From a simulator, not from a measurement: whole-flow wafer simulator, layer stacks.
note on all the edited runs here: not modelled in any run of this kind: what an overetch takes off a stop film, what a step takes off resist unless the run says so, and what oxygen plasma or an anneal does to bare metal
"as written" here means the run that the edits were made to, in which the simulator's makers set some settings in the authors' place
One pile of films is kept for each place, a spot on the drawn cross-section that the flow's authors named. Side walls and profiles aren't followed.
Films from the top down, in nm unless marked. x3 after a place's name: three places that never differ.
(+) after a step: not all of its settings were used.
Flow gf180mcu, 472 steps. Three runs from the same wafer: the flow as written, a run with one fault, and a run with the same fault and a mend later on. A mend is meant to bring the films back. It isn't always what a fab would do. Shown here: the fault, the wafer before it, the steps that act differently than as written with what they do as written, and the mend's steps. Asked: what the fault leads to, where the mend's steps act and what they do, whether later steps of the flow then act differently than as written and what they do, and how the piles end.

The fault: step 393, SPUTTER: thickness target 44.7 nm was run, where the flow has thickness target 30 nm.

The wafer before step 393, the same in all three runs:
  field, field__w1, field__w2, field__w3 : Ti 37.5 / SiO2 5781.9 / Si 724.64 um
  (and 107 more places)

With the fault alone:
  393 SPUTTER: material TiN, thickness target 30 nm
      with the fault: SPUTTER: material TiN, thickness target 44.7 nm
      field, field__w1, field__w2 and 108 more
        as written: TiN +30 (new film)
        with the fault: TiN +44.7 (new film)
  Later steps of the flow that act differently than as written (1 more step differs only slightly, by at most 2% or 0.5 nm, whichever is larger, and isn't shown):
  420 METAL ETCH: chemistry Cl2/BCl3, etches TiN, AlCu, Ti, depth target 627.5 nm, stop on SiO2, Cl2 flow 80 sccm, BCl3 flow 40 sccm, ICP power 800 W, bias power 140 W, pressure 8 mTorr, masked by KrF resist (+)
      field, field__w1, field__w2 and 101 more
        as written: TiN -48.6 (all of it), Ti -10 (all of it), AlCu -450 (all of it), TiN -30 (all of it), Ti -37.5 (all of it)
        with the fault: TiN -48.6 (all of it), Ti -10 (all of it), AlCu -450 (all of it), TiN -44.7 (all of it), Ti -37.5 (all of it)
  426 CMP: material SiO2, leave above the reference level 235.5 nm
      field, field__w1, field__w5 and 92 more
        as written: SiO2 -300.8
        with the fault: SiO2 -286.1
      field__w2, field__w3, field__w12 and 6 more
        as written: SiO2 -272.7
        with the fault: SiO2 -257.3
  At the end the piles differ from the flow's by more than 2% or 0.5 nm, whichever is larger, at field__w4, field__w8, contact, m1, m1__w1, mim, mim_1p0, m1_nw.
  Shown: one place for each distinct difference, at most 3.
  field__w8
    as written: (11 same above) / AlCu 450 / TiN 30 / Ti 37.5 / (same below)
    with the fault: (11 same above) / AlCu 450 / TiN 44.7 / Ti 37.5 / (same below)
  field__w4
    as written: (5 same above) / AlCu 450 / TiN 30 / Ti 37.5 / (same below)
    with the fault: (5 same above) / AlCu 450 / TiN 44.7 / Ti 37.5 / (same below)
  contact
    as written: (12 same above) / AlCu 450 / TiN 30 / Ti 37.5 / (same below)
    with the fault: (12 same above) / AlCu 450 / TiN 44.7 / Ti 37.5 / (same below)

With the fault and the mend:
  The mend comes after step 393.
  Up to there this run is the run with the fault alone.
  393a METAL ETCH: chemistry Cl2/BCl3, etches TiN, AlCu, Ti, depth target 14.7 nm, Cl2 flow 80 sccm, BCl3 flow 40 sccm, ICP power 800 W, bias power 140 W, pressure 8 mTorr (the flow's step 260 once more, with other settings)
      field, field__w1, field__w2 and 108 more
        TiN -14.7
  No later step of the flow acts differently than as written at any place that is followed.
  At the end the piles are the same as the flow's at every place that both follow.
